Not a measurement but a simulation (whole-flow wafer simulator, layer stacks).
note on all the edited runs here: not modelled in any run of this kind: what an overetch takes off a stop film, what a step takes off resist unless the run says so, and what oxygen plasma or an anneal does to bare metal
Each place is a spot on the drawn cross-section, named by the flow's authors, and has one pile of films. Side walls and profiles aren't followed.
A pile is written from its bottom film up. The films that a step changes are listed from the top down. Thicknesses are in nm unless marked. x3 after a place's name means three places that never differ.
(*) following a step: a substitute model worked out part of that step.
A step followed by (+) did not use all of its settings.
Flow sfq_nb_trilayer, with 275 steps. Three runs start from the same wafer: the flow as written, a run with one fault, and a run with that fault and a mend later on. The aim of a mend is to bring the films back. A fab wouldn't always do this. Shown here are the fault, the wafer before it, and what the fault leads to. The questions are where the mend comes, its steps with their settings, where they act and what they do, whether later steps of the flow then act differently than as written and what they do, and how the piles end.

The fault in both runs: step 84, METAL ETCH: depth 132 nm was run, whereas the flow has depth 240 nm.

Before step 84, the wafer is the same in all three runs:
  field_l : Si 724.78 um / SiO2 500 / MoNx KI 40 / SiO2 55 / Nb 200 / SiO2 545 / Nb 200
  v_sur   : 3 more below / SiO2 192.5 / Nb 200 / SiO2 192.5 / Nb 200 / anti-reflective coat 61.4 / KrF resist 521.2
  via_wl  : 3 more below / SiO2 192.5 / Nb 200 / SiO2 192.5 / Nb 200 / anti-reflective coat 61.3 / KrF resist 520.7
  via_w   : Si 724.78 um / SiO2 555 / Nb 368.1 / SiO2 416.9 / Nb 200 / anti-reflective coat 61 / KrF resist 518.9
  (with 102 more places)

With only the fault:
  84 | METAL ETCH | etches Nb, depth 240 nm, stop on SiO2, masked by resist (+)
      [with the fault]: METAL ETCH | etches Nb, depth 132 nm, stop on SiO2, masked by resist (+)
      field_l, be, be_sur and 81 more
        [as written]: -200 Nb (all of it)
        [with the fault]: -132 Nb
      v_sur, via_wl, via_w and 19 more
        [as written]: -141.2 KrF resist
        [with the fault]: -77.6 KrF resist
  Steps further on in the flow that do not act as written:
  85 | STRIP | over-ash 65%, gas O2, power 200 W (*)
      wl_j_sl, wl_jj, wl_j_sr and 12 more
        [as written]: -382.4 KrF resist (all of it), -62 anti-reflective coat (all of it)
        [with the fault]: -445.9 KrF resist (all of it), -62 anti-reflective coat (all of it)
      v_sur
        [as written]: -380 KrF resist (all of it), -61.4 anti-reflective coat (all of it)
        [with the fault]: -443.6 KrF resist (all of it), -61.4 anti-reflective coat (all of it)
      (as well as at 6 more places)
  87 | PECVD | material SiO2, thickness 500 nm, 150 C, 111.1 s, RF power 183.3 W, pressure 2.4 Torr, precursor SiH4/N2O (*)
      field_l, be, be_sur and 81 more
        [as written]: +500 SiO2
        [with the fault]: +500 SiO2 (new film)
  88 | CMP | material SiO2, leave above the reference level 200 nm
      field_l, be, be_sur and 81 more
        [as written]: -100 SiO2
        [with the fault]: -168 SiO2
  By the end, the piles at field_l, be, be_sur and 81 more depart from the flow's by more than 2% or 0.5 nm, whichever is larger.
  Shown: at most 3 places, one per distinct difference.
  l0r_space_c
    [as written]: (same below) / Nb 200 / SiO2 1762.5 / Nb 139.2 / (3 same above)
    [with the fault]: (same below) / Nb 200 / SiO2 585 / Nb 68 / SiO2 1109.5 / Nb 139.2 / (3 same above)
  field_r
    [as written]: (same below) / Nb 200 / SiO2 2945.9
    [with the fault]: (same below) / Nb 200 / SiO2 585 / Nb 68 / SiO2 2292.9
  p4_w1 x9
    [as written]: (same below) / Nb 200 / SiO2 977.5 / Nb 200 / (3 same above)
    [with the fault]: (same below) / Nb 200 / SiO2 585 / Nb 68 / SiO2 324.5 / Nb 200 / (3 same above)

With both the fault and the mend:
  The mend stands after step 84.
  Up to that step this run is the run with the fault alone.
  84a | METAL ETCH | etches Nb, depth 108 nm, stop on SiO2, masked by resist (+) (the flow's step 84, run once more with other settings)
      field_l, be, be_sur and 81 more
        -68 Nb (all of it)
      v_sur, via_wl, via_w and 19 more
        -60 KrF resist
  None of the later steps of the flow differs from how it acts as written, at any place that is followed, by more than 2% or 0.5 nm, whichever is larger.
  At every place that both follow, the piles at the end match the flow's.
